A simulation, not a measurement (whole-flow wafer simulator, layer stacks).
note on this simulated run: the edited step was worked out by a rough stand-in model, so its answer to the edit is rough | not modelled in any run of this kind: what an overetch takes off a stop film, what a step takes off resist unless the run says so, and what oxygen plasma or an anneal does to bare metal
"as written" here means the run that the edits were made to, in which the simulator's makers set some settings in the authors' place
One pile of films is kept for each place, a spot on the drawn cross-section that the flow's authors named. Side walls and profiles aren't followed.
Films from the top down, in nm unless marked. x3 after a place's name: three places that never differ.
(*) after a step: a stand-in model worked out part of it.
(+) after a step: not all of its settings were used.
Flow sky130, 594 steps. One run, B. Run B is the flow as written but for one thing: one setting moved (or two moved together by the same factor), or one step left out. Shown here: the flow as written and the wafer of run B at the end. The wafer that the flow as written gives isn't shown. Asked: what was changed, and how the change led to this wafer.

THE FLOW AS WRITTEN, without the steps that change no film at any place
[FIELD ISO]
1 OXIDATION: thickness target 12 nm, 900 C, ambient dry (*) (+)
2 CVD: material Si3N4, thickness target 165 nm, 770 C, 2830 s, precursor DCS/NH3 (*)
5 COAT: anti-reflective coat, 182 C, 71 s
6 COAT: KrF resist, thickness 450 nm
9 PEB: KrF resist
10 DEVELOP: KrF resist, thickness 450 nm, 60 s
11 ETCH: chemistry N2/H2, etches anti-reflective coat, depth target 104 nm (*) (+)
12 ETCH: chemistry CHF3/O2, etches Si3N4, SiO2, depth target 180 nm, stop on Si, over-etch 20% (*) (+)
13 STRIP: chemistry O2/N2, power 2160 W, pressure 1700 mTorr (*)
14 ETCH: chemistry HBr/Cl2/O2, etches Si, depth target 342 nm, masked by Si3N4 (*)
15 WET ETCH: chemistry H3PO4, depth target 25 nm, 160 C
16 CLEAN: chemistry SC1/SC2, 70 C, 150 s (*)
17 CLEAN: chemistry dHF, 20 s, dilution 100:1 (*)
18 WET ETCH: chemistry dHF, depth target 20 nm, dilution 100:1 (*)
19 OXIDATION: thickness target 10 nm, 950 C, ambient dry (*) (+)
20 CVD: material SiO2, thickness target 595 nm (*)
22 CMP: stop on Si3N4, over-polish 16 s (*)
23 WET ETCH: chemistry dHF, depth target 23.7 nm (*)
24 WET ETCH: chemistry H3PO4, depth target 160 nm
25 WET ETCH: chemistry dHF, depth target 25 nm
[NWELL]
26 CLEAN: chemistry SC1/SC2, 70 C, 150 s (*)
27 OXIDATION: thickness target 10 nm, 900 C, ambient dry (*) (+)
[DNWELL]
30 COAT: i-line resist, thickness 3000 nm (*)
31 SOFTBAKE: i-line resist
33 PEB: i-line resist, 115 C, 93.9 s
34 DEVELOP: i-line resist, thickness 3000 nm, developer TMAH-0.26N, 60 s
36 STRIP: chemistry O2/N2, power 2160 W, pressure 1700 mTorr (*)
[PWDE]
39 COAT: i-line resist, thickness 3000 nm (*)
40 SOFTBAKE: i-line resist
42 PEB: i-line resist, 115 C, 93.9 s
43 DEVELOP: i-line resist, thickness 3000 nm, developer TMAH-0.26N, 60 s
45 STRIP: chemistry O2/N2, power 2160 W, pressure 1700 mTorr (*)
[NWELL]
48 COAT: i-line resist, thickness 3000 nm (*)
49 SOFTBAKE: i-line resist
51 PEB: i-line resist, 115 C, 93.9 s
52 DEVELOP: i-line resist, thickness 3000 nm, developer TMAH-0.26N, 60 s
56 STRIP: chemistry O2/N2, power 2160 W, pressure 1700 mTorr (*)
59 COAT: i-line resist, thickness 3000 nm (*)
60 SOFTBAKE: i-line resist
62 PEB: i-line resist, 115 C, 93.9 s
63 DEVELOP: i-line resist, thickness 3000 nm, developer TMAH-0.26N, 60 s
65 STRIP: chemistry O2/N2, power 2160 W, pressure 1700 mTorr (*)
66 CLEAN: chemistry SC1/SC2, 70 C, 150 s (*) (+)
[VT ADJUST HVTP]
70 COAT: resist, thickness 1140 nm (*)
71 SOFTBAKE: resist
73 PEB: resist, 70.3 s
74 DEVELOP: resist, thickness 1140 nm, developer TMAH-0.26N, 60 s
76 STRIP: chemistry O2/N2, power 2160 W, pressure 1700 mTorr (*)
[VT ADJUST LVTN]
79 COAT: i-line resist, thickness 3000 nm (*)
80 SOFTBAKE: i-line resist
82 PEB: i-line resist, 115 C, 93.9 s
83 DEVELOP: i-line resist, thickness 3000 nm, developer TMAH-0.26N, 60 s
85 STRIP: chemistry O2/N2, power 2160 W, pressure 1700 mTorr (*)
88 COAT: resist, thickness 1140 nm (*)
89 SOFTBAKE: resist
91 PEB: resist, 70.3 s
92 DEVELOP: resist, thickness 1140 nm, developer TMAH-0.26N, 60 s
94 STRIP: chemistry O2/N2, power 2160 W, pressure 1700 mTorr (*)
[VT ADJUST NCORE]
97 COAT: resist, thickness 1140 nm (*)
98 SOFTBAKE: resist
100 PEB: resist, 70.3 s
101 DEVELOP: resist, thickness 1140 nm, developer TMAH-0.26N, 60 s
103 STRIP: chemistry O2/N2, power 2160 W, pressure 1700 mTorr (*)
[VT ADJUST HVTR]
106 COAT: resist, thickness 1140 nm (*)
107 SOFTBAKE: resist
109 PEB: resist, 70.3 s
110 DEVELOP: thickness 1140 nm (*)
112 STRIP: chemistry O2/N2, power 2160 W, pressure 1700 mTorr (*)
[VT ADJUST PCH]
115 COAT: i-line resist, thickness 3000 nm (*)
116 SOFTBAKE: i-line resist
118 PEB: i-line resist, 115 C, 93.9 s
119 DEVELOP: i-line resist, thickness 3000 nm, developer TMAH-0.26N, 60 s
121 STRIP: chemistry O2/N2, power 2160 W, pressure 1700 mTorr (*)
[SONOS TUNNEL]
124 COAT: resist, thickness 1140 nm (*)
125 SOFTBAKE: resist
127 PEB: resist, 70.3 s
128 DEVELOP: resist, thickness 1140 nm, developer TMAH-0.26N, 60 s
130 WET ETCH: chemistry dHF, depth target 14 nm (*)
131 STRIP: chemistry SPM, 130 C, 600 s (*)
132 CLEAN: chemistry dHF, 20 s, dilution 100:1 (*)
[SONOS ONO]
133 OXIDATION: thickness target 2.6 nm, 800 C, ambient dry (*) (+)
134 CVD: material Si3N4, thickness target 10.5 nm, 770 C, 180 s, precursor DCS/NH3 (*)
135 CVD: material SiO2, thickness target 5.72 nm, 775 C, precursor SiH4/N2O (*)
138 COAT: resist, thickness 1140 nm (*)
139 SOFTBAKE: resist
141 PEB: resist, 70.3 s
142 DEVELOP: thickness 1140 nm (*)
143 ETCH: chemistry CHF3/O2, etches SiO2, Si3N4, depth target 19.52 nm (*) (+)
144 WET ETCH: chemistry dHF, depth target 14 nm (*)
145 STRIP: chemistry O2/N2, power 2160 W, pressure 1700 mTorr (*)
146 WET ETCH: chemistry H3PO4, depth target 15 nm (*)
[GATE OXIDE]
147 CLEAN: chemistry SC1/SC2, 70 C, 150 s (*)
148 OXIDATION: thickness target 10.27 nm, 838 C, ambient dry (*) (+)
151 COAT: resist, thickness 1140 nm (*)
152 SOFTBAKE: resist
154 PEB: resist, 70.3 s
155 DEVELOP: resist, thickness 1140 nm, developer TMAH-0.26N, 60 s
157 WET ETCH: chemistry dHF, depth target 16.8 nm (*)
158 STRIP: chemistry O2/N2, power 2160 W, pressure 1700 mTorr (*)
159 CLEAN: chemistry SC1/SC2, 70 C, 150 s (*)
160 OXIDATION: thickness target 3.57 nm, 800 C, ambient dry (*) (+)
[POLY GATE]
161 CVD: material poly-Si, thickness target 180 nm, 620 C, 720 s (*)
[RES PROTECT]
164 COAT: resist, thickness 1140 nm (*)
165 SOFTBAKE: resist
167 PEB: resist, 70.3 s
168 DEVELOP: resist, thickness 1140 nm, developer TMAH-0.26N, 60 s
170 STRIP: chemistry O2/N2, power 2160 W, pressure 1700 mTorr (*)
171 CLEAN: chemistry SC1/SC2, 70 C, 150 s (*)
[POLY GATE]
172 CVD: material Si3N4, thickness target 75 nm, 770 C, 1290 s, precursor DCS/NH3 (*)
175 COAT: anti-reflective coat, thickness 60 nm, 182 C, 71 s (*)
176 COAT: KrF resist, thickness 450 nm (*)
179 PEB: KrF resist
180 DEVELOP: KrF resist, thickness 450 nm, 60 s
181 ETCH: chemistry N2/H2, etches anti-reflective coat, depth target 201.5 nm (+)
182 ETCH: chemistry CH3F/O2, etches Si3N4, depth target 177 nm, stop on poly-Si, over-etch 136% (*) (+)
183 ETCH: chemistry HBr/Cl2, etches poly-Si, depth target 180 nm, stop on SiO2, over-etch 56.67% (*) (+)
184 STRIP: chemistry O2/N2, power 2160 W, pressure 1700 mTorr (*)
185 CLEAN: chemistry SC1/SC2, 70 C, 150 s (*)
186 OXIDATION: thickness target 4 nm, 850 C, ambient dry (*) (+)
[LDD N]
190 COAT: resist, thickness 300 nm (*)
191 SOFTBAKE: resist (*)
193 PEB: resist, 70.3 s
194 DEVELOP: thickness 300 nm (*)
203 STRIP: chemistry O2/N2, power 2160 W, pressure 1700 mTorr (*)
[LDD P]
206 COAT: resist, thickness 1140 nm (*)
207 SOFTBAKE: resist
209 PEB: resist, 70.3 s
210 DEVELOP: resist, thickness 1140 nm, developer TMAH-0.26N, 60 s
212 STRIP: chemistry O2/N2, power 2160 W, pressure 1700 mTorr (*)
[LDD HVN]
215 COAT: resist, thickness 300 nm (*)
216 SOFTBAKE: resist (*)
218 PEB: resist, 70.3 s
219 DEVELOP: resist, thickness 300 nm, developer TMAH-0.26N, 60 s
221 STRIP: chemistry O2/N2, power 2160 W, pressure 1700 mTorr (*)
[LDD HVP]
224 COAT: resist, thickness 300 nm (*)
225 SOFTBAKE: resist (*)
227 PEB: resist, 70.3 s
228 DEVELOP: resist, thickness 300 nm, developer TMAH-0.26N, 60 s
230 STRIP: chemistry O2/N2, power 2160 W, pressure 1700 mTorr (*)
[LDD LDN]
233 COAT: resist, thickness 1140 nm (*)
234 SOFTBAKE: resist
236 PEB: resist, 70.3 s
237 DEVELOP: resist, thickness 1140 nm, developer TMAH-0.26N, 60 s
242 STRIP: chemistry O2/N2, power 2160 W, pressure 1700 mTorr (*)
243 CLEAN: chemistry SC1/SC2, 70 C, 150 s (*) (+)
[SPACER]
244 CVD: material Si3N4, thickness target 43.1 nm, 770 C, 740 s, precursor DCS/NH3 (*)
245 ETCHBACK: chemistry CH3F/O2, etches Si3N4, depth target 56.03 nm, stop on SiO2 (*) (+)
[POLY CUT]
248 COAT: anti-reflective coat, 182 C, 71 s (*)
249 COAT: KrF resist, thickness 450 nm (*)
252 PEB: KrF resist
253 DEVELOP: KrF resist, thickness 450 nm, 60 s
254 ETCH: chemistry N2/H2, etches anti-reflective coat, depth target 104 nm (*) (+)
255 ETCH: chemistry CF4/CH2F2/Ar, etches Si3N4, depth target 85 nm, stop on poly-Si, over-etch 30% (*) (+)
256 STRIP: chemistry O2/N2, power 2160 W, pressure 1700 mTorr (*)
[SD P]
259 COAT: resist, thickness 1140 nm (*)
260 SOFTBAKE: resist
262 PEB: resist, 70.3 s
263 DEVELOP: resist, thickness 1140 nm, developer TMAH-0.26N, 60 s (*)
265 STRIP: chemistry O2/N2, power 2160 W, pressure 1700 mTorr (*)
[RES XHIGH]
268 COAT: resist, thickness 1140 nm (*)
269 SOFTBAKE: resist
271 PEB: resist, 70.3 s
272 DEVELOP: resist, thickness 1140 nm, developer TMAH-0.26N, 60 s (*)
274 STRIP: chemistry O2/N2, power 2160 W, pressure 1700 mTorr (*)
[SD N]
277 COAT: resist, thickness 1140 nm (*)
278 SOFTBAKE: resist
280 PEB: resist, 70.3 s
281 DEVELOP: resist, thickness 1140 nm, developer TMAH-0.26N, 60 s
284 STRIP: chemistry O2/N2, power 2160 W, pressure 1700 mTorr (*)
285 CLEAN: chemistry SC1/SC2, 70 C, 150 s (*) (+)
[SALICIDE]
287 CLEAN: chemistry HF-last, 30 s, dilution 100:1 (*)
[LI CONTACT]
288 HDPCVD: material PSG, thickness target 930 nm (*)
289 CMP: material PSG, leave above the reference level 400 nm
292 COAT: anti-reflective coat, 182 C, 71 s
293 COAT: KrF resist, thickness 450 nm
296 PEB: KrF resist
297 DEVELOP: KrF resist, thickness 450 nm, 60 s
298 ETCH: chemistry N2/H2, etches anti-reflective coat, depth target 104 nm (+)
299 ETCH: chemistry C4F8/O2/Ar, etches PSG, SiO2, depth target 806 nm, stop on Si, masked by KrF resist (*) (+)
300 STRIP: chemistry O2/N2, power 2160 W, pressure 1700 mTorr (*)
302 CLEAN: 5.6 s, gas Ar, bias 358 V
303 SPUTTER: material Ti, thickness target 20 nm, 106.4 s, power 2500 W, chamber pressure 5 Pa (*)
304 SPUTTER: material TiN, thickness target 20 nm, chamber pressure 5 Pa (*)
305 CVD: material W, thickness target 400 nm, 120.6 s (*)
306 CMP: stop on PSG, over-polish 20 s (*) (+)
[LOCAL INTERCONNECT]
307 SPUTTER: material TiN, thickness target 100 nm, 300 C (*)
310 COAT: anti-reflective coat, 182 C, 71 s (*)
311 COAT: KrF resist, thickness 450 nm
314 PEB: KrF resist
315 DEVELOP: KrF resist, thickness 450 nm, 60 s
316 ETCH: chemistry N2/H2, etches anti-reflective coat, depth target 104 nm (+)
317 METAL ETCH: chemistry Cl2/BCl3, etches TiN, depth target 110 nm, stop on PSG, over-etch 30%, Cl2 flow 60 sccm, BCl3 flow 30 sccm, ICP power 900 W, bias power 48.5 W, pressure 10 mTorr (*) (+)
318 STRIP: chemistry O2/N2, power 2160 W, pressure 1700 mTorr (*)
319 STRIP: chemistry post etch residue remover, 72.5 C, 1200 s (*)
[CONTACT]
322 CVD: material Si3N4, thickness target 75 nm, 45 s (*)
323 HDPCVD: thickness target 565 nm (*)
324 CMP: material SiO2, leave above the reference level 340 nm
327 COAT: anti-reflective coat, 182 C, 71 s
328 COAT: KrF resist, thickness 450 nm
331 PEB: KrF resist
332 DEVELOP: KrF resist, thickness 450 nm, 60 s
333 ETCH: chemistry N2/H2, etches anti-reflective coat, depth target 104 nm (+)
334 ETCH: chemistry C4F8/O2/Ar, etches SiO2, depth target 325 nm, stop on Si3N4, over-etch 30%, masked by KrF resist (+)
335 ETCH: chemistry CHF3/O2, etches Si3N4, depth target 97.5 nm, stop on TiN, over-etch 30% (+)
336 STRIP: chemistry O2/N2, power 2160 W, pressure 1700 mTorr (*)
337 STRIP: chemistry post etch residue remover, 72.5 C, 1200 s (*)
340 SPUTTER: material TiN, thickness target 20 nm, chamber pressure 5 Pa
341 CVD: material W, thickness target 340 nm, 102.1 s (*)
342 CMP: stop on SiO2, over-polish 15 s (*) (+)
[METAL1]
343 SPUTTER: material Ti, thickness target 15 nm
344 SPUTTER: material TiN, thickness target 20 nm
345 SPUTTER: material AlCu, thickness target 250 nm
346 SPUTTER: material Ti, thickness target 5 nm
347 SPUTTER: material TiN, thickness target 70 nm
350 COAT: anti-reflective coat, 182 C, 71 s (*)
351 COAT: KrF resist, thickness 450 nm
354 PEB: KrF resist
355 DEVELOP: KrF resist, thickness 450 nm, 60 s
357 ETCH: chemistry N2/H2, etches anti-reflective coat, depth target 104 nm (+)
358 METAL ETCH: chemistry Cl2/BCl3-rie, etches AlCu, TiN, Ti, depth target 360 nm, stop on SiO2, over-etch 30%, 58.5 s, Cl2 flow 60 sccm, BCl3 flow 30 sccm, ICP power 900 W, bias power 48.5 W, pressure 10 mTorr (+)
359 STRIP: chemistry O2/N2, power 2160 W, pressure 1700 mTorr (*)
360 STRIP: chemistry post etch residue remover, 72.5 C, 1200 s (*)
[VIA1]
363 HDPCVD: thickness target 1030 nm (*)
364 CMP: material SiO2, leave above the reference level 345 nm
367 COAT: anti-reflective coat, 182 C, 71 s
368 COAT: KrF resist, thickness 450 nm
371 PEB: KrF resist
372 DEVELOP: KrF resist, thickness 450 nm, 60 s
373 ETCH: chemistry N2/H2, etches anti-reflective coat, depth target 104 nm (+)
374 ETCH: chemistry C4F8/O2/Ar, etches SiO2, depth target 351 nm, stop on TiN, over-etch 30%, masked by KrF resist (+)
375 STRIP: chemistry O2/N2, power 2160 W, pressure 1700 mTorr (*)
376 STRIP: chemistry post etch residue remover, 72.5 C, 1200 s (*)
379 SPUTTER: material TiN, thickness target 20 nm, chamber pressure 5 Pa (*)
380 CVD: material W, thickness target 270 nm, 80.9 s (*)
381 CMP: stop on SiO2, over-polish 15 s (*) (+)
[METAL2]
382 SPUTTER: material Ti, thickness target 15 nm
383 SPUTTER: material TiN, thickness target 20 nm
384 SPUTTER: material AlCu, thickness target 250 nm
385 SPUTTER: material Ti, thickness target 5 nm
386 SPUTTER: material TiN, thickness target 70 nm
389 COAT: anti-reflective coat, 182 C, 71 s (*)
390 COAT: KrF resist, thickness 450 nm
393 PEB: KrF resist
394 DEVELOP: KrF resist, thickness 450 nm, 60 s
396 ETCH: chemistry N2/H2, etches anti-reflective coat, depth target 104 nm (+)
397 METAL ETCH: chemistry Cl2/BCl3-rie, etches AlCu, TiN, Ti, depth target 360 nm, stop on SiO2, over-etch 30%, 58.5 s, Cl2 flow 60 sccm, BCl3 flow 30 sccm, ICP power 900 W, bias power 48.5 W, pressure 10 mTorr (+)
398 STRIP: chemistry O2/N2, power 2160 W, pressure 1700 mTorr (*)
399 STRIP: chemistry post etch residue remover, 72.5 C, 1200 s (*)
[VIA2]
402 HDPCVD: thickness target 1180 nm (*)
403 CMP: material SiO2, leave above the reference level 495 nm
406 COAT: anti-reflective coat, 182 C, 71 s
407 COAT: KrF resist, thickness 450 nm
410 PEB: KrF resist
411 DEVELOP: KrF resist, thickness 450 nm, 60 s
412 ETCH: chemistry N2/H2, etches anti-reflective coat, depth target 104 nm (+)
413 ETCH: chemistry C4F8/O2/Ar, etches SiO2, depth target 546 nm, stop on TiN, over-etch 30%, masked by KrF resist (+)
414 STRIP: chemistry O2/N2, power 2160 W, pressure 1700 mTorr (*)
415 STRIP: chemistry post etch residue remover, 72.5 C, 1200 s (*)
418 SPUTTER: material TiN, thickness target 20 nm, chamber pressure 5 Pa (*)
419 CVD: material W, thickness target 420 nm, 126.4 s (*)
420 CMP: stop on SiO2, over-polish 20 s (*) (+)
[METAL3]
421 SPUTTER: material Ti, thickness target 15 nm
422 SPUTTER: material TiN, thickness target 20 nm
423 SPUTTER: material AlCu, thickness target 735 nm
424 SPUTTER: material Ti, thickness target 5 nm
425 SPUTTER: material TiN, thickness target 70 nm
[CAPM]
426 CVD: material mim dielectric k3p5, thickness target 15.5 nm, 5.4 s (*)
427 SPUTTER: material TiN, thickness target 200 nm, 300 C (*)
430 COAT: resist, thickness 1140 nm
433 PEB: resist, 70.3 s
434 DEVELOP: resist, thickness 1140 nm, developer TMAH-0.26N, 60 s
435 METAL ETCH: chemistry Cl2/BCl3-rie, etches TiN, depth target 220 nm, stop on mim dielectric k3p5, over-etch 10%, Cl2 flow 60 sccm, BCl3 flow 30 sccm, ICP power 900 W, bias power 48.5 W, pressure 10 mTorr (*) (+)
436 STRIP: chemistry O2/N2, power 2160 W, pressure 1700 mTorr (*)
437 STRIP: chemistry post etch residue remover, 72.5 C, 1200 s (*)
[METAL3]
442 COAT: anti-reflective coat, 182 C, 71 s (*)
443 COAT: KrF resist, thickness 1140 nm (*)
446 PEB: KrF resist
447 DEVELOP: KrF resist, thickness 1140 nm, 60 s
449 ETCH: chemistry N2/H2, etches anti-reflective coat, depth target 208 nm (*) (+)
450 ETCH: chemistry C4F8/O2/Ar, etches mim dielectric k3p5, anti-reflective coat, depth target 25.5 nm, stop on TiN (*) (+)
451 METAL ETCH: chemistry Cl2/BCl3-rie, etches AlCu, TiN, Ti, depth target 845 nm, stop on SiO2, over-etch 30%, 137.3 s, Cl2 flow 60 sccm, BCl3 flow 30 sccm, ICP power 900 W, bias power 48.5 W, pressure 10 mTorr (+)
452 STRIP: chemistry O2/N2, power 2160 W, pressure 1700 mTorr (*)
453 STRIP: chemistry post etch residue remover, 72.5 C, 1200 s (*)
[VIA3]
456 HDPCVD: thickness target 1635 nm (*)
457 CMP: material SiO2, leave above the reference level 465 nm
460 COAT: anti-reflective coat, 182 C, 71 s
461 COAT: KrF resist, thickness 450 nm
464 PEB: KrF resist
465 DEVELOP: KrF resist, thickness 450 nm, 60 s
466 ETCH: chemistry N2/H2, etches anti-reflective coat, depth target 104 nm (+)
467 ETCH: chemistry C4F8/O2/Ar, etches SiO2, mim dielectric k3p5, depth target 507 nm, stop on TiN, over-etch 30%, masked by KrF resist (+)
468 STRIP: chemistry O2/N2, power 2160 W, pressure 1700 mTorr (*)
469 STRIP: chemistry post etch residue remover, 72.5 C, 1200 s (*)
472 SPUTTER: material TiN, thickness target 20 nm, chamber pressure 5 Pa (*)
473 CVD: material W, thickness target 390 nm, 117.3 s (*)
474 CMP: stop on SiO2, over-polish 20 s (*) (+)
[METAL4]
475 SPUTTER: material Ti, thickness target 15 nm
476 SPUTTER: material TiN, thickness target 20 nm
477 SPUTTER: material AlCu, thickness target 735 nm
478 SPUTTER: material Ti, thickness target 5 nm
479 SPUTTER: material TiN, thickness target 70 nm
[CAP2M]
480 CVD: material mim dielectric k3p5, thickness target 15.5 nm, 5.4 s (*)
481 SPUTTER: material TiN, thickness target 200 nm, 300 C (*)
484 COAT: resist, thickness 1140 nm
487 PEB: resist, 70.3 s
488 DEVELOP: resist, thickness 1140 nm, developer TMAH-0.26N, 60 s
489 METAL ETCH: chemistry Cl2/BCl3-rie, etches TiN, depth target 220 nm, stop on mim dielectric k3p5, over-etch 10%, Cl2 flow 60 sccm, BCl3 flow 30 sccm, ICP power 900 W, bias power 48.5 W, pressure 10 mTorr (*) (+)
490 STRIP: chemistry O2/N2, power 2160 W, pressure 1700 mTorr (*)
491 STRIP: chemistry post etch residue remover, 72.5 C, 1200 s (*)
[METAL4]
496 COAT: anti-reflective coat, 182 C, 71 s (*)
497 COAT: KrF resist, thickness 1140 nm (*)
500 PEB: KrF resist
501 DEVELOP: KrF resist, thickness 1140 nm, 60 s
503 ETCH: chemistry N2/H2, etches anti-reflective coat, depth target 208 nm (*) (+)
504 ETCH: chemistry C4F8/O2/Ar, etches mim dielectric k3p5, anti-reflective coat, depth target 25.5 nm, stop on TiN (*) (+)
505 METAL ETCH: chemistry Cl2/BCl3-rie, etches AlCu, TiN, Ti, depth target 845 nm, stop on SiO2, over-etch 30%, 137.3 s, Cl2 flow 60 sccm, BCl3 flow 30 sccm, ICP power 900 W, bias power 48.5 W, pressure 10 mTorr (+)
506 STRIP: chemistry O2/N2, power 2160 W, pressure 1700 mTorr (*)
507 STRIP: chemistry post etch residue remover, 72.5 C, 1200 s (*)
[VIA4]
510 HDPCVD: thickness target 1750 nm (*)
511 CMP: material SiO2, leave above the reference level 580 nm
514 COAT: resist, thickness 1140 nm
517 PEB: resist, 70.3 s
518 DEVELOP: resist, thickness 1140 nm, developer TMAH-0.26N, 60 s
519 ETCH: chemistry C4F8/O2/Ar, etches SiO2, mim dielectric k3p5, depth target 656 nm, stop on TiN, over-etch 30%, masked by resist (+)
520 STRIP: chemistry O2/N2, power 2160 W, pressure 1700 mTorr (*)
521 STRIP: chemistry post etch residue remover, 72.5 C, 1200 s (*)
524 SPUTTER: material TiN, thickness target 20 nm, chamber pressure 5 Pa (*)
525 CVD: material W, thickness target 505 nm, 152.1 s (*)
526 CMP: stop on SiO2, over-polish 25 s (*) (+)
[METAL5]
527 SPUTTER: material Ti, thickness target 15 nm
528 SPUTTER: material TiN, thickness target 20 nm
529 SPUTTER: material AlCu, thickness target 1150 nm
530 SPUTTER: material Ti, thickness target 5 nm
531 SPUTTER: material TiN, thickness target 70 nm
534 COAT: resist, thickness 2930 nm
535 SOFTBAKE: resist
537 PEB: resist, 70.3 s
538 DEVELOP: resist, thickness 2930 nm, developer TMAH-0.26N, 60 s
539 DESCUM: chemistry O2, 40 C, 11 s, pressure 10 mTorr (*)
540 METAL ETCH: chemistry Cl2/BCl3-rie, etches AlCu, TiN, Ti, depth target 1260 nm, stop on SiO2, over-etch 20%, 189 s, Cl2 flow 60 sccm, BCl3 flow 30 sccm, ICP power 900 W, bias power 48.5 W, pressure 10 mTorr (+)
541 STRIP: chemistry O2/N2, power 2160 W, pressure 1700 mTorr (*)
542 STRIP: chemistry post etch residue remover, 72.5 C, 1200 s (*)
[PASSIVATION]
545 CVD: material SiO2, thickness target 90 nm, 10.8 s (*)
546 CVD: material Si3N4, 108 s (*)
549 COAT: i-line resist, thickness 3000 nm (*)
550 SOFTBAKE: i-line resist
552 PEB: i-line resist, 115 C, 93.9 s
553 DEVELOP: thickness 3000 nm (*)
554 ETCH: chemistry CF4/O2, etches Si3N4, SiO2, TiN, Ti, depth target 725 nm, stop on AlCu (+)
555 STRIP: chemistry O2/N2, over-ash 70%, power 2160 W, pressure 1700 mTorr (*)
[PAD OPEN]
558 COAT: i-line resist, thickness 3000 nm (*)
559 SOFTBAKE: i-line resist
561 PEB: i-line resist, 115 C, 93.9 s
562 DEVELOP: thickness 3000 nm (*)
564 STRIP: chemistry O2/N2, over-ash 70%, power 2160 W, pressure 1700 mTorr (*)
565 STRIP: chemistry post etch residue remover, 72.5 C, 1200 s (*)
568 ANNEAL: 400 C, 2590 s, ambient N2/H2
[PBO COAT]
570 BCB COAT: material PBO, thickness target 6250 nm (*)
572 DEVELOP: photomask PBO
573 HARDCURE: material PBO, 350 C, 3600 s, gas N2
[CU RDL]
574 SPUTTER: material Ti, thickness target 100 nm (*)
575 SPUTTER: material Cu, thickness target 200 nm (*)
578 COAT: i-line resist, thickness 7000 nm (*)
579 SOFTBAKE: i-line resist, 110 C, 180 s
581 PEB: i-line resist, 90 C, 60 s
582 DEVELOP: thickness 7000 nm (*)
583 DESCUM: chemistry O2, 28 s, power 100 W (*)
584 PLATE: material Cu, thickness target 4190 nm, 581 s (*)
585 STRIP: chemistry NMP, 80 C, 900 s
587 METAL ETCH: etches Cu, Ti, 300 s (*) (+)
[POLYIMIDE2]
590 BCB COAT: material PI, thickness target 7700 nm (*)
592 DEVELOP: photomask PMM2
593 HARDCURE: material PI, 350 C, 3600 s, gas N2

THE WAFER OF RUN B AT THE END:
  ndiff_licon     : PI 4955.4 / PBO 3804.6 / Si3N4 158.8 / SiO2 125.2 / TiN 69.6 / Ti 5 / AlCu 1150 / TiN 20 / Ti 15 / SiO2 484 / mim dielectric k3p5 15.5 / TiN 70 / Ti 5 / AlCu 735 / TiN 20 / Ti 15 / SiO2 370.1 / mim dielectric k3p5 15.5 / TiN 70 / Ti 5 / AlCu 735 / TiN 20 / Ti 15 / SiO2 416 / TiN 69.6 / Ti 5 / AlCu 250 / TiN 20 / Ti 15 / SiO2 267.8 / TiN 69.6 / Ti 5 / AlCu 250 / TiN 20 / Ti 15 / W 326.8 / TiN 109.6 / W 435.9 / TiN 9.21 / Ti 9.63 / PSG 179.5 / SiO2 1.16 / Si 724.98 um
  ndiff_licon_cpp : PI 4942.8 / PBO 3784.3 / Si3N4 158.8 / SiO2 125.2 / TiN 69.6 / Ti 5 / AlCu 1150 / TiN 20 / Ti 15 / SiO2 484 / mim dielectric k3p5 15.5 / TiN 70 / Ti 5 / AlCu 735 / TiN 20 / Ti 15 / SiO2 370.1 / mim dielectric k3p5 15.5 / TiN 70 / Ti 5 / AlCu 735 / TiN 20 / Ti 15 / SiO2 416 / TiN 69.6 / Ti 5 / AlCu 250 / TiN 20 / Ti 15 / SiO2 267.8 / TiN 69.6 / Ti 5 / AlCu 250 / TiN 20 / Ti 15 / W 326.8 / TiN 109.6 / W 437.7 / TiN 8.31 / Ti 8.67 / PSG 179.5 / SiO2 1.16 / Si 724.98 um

The cause: step 299, ETCH: depth target 459 nm was run, where the flow has depth target 806 nm.

How the change led to this, step by step:
  299 ETCH: chemistry C4F8/O2/Ar, etches PSG, SiO2, depth target 806 nm, stop on Si, masked by KrF resist (*) (+)
      contact, ndiff_licon, ndiff_licon_cpp: PSG -459 (as written it would be: PSG -643.6 (all of it), SiO2 -1.16 (all of it))
      field, active, n_well and 184 more: KrF resist -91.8 (as written it would be: KrF resist -161.2)
  300 STRIP: chemistry O2/N2, power 2160 W, pressure 1700 mTorr (*)
      contact, ndiff_licon, ndiff_licon_cpp: nothing (as written it would be: chemical SiO2 +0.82 (new film), Si -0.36)
      field, active, n_well and 184 more: KrF resist -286 (all of it), anti-reflective coat -80 (all of it) (as written it would be: KrF resist -216.6 (all of it), anti-reflective coat -80 (all of it))
  302 CLEAN: 5.6 s, gas Ar, bias 358 V
      contact, ndiff_licon, ndiff_licon_cpp: PSG -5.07 (as written it would be: chemical SiO2 -0.82 (all of it))
  303 SPUTTER: material Ti, thickness target 20 nm, 106.4 s, power 2500 W, chamber pressure 5 Pa (*)
      ndiff_licon: Ti +9.63 (new film) (as written it would be: Ti +7.24 (new film))
      ndiff_licon_cpp: Ti +8.67 (new film) (as written it would be: Ti +6.53 (new film))
  304 SPUTTER: material TiN, thickness target 20 nm, chamber pressure 5 Pa (*)
      ndiff_licon: TiN +9.21 (new film) (as written it would be: TiN +6.83 (new film))
      ndiff_licon_cpp: TiN +8.31 (new film) (as written it would be: TiN +6.17 (new film))
  305 CVD: material W, thickness target 400 nm, 120.6 s (*)
      ndiff_licon: W +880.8 (new film) (as written it would be: W +1066.5 (new film))
      ndiff_licon_cpp: W +882.6 (new film) (as written it would be: W +1067.9 (new film))
  568 ANNEAL: 400 C, 2590 s, ambient N2/H2
      ndiff_licon, ndiff_licon_cpp: nothing (as written it would be: under 37 films: void +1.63 (new film), Ti -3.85, TiSi first +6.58 (new film), Si -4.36)
Counting metal films that touch as one body, ndiff_licon has 5 bodies (between them, from the top down: SiO2 484 / mim dielectric k3p5 15.5; SiO2 370.1 / mim dielectric k3p5 15.5; SiO2 416; SiO2 267.8); the flow as written gives 6 bodies (between them, from the top down: SiO2 484 / mim dielectric k3p5 15.5; SiO2 370.1 / mim dielectric k3p5 15.5; SiO2 416; SiO2 267.8; void 1.78).
Counting metal films that touch as one body, ndiff_licon_cpp has 5 bodies (between them, from the top down: SiO2 484 / mim dielectric k3p5 15.5; SiO2 370.1 / mim dielectric k3p5 15.5; SiO2 416; SiO2 267.8); the flow as written gives 6 bodies (between them, from the top down: SiO2 484 / mim dielectric k3p5 15.5; SiO2 370.1 / mim dielectric k3p5 15.5; SiO2 416; SiO2 267.8; void 1.78).
